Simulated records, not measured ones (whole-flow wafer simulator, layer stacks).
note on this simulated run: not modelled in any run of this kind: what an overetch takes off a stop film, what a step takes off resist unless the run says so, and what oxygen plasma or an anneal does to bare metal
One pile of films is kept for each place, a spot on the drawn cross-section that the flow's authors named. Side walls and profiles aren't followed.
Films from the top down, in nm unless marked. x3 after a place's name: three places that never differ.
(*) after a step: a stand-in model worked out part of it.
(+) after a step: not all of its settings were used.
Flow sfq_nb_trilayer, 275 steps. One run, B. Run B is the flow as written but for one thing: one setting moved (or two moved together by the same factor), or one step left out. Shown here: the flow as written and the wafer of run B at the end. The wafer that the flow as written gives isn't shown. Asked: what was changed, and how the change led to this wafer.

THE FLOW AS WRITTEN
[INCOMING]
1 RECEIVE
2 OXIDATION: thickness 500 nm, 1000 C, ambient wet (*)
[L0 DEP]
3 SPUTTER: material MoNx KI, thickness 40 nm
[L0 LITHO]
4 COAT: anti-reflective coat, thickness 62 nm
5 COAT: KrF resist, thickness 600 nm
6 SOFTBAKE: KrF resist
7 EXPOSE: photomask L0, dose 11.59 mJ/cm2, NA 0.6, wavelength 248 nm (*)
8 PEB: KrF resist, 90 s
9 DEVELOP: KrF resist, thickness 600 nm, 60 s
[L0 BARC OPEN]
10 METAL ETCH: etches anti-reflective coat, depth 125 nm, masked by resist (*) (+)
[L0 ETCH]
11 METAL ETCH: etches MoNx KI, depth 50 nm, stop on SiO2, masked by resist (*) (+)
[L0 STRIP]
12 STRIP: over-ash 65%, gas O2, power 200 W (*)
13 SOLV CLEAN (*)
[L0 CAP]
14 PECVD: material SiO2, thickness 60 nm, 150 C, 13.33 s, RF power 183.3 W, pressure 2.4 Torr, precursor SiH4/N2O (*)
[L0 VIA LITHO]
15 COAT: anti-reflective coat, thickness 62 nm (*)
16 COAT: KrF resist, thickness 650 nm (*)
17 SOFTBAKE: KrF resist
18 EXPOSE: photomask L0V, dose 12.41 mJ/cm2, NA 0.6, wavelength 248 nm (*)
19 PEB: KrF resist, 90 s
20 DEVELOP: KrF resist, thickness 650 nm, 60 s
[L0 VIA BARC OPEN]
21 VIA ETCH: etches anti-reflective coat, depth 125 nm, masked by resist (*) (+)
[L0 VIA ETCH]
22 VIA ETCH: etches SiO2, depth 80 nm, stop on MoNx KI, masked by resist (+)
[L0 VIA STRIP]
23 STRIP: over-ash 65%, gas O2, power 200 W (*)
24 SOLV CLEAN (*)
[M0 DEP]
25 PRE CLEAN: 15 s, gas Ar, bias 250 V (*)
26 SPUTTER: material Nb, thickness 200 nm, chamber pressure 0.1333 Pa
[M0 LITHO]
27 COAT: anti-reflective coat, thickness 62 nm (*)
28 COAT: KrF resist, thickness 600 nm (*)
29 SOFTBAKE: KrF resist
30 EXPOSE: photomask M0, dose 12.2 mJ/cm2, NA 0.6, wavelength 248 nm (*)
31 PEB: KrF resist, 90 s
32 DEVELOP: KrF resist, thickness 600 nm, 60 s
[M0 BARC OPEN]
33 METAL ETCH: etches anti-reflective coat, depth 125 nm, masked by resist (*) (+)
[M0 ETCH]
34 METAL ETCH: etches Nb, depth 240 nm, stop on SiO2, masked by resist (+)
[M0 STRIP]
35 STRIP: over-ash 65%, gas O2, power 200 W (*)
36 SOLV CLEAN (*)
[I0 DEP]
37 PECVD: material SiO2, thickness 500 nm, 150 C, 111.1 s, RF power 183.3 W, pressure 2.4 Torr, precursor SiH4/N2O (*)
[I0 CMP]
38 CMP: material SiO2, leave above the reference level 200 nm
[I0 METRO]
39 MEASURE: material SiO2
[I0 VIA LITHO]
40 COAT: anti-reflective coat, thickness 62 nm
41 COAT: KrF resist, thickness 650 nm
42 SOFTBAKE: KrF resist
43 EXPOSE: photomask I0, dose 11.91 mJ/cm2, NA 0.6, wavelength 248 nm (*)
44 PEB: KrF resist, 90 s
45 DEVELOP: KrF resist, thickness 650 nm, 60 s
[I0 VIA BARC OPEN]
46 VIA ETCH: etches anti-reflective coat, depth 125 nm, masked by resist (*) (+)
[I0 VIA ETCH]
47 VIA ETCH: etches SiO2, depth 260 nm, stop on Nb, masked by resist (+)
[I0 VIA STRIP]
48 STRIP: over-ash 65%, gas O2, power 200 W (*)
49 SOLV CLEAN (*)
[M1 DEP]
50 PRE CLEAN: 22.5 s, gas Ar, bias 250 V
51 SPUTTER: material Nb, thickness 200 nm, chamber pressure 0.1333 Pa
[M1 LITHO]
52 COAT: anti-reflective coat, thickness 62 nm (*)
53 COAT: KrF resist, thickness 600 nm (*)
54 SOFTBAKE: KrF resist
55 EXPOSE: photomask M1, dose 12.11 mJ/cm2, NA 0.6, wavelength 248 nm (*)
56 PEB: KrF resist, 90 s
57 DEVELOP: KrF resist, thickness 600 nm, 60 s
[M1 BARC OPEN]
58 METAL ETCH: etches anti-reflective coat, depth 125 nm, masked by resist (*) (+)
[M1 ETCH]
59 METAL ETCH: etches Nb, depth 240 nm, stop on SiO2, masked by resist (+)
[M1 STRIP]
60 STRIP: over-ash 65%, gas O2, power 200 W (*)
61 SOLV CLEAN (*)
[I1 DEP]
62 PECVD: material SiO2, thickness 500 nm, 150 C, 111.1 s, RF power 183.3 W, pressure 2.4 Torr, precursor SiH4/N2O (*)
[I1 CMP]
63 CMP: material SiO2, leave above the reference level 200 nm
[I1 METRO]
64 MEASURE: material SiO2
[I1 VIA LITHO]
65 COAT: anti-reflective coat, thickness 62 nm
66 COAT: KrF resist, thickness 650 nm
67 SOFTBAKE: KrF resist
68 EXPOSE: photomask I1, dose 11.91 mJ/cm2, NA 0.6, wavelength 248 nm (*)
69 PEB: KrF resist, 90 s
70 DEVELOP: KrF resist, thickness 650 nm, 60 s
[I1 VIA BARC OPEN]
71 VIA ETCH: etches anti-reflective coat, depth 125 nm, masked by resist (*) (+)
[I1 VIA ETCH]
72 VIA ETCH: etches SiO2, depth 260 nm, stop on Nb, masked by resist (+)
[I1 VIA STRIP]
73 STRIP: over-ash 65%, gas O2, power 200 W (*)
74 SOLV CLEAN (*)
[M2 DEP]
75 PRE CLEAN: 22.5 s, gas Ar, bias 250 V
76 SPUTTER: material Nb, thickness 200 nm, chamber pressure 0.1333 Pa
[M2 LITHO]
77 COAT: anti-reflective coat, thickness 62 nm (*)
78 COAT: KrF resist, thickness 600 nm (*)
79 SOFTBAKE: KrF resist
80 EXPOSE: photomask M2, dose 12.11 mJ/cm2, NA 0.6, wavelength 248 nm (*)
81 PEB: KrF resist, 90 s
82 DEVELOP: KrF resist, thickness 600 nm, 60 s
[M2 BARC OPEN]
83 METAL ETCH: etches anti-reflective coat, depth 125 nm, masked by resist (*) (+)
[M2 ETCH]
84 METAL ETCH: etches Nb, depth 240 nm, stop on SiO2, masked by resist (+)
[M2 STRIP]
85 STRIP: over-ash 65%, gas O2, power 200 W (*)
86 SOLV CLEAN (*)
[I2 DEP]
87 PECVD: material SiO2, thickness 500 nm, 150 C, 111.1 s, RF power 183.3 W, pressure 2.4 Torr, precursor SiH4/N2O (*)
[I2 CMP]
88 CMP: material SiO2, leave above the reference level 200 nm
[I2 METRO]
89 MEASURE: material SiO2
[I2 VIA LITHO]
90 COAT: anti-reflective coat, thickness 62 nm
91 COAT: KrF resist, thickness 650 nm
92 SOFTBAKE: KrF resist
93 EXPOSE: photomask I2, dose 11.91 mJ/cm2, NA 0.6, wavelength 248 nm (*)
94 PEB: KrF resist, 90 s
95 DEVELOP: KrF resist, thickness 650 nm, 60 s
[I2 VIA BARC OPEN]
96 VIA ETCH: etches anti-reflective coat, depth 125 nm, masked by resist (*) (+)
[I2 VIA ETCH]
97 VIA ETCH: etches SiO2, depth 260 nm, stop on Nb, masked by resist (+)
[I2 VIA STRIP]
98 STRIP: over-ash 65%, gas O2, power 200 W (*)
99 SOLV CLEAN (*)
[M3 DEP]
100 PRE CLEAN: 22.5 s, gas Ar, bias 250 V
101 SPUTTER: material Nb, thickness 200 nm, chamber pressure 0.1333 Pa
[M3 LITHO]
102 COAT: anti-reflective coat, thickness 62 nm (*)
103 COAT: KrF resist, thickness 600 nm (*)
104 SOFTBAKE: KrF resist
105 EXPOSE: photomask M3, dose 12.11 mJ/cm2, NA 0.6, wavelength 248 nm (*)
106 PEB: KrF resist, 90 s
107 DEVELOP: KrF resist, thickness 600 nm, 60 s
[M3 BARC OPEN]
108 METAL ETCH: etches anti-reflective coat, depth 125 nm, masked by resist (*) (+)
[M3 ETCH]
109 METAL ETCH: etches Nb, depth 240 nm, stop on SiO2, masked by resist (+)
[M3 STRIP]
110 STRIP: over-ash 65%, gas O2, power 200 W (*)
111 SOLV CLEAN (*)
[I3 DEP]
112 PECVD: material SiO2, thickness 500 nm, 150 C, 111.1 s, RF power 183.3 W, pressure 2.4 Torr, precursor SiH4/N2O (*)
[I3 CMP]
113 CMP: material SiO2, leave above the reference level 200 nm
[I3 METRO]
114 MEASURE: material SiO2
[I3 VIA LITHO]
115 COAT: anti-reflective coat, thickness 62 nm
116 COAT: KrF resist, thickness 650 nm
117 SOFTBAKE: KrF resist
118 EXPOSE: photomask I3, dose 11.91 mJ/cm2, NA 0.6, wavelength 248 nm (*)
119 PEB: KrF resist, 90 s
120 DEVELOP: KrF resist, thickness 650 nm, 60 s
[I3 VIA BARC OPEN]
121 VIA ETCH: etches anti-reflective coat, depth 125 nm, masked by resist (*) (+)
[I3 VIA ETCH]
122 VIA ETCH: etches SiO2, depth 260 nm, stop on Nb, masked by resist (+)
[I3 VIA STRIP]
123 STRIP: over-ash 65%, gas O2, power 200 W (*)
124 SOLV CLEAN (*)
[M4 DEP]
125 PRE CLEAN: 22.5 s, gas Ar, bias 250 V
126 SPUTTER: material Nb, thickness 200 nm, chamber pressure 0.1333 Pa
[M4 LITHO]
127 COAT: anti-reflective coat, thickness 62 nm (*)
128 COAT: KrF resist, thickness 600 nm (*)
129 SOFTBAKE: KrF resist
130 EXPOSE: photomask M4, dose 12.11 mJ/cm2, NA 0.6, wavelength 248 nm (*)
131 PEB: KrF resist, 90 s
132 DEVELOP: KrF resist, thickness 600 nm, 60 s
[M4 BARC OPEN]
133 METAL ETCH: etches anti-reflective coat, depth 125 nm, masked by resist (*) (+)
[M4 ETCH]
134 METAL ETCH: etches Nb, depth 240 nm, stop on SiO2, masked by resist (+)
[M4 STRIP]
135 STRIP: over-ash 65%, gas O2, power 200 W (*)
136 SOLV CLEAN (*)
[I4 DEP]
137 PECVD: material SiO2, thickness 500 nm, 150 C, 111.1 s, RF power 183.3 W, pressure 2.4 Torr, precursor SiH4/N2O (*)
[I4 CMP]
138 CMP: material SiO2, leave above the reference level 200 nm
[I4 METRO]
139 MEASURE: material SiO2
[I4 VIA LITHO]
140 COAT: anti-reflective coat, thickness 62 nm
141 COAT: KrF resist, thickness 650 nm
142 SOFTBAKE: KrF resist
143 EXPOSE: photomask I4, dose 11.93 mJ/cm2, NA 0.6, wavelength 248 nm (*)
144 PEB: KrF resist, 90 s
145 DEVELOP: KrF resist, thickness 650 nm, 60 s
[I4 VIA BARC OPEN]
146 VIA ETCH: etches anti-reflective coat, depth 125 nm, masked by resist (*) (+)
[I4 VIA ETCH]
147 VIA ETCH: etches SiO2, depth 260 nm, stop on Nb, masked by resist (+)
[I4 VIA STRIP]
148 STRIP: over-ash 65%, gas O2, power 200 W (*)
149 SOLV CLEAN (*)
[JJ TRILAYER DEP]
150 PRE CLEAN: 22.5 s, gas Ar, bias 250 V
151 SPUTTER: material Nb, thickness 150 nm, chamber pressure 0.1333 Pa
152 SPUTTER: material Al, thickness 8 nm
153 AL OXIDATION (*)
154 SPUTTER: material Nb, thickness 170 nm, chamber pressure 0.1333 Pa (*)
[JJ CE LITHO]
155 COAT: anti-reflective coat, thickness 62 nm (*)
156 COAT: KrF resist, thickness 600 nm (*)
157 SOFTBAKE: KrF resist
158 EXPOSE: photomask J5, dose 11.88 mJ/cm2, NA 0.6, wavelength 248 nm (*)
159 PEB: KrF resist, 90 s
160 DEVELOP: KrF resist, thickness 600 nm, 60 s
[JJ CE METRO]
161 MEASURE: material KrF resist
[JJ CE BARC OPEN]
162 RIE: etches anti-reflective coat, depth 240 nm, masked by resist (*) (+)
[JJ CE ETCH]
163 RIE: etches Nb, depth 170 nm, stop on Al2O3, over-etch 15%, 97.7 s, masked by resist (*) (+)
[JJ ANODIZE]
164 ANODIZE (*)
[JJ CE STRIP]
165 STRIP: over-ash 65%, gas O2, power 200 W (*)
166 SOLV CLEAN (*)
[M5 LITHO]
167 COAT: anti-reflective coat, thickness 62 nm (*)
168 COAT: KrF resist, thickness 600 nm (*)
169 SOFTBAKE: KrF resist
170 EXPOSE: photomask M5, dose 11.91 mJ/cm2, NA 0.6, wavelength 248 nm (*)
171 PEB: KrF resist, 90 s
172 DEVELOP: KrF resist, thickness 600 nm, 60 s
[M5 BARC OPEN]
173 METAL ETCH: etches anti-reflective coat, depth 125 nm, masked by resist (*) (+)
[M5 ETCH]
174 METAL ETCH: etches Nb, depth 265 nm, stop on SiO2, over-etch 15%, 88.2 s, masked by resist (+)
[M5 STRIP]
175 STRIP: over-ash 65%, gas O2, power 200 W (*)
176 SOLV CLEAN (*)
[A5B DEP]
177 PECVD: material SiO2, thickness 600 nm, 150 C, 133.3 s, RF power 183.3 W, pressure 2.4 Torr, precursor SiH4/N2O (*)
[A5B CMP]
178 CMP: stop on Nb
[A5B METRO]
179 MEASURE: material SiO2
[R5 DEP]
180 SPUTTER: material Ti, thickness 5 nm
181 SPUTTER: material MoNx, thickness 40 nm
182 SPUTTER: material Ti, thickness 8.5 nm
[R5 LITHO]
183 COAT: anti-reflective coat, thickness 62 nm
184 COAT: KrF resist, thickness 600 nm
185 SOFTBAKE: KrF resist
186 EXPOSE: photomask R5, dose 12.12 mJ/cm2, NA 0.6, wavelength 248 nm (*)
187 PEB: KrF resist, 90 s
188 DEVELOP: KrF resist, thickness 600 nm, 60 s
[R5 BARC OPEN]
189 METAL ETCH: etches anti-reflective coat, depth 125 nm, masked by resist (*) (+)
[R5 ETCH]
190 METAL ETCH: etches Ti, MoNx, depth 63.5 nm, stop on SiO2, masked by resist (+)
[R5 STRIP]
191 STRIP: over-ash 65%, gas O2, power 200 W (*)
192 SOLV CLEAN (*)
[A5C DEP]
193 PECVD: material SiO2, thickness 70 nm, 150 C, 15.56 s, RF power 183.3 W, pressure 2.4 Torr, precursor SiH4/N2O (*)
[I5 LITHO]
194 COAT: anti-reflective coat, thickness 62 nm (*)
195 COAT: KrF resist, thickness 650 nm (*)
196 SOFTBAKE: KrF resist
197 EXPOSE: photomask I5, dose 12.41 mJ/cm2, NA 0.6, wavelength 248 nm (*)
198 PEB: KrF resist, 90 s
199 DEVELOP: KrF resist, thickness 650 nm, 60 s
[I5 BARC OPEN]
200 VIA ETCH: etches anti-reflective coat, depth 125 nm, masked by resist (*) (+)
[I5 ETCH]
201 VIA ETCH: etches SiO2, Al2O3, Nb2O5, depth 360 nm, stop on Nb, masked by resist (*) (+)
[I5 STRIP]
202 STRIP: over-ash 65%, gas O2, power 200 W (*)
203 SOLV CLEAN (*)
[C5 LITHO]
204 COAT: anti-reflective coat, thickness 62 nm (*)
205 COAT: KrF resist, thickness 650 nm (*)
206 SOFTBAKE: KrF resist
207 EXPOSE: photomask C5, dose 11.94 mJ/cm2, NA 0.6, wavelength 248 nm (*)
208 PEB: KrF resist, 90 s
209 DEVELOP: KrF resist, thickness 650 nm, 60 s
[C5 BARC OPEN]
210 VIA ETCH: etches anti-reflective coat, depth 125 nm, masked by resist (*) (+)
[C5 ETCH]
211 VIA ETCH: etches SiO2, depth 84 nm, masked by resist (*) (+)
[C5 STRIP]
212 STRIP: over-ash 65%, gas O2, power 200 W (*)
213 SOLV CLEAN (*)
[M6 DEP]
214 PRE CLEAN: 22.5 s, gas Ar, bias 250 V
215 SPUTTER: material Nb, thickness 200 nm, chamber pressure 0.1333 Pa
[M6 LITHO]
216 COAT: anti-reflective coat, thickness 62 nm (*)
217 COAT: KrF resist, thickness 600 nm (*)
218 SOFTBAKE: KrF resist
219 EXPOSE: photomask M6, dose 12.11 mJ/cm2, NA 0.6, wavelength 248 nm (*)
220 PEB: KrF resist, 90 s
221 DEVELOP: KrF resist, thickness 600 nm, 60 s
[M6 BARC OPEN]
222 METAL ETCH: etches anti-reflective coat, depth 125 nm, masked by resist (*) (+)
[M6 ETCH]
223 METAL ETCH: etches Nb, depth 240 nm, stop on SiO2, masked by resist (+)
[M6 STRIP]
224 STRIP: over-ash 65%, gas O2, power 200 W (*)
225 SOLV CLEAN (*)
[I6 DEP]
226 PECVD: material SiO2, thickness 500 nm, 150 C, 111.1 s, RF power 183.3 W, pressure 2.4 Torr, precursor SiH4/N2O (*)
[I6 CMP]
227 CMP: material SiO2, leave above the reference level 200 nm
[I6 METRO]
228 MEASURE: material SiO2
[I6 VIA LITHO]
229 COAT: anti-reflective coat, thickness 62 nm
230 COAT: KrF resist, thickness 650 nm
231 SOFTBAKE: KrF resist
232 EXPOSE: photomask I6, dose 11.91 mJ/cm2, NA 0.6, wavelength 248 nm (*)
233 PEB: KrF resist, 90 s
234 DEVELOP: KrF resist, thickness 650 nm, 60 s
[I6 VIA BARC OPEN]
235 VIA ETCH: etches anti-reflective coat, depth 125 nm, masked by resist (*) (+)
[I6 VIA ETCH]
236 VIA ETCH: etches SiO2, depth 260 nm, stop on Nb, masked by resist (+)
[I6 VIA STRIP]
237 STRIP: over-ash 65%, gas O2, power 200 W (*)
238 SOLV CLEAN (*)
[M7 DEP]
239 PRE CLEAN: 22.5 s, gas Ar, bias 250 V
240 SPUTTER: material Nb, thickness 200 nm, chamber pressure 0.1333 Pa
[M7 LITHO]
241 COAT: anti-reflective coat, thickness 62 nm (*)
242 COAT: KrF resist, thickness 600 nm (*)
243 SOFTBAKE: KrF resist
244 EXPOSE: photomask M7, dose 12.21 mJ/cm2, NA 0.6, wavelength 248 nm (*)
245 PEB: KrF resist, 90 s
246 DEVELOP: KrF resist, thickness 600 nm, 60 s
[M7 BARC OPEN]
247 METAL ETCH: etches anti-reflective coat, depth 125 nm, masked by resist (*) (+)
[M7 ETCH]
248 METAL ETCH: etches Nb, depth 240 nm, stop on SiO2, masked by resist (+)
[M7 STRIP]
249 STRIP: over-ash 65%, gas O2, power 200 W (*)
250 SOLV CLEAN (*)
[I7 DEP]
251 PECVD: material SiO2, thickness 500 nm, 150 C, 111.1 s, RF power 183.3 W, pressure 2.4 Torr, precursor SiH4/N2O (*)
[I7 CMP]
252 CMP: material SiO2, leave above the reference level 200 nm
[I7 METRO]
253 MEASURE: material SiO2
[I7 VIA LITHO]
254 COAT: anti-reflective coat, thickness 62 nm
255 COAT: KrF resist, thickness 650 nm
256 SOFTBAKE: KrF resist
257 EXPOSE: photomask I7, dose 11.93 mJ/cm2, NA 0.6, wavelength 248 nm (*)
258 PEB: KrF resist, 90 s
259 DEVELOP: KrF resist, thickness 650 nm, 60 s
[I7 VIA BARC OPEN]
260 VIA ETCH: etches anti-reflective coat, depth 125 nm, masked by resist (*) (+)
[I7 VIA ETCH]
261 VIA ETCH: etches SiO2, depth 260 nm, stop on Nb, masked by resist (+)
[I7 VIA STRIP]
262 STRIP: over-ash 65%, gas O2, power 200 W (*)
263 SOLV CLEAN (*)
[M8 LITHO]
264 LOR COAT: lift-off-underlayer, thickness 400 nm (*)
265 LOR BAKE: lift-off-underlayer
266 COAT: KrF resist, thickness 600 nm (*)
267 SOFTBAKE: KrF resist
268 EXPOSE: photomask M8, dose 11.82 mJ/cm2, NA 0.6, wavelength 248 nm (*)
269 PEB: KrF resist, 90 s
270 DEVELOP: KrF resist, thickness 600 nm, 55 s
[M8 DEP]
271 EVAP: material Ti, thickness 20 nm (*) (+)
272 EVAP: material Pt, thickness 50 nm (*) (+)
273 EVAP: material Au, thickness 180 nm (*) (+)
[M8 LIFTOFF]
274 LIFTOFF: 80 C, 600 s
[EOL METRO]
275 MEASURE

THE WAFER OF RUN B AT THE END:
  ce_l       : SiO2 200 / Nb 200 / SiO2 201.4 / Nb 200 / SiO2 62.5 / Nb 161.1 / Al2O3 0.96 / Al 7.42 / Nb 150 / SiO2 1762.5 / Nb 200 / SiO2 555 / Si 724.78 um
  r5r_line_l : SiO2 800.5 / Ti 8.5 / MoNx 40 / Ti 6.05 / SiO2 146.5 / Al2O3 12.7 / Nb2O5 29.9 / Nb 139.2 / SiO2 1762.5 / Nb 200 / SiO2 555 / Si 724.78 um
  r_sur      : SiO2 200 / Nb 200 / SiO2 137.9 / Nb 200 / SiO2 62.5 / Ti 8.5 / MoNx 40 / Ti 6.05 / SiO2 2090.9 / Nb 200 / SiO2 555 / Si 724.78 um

The cause: step 180, SPUTTER: thickness 6.05 nm was run, where the flow has thickness 5 nm.
It can be read off the wafer: r5r_line_l has Ti 6.05, and step 180 as written asks for 5 nm.

How the change led to this, step by step:
  180 SPUTTER: material Ti, thickness 5 nm
      field_l, v_sur, via_wl and 103 more: Ti +6.05 (new film) (as written it would be: Ti +5 (new film))
  190 METAL ETCH: etches Ti, MoNx, depth 63.5 nm, stop on SiO2, masked by resist (+)
      field_l, v_sur, via_wl and 92 more: Ti -8.5 (all of it), MoNx -40 (all of it), Ti -6.05 (all of it) (as written it would be: Ti -8.5 (all of it), MoNx -40 (all of it), Ti -5 (all of it))
      ce_l, c5j, ce_r, wl_jj: Ti -8.5 (all of it), MoNx -40 (all of it), Ti -6.05 (all of it), Nb -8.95 (as written it would be: Ti -8.5 (all of it), MoNx -40 (all of it), Ti -5 (all of it), Nb -10)
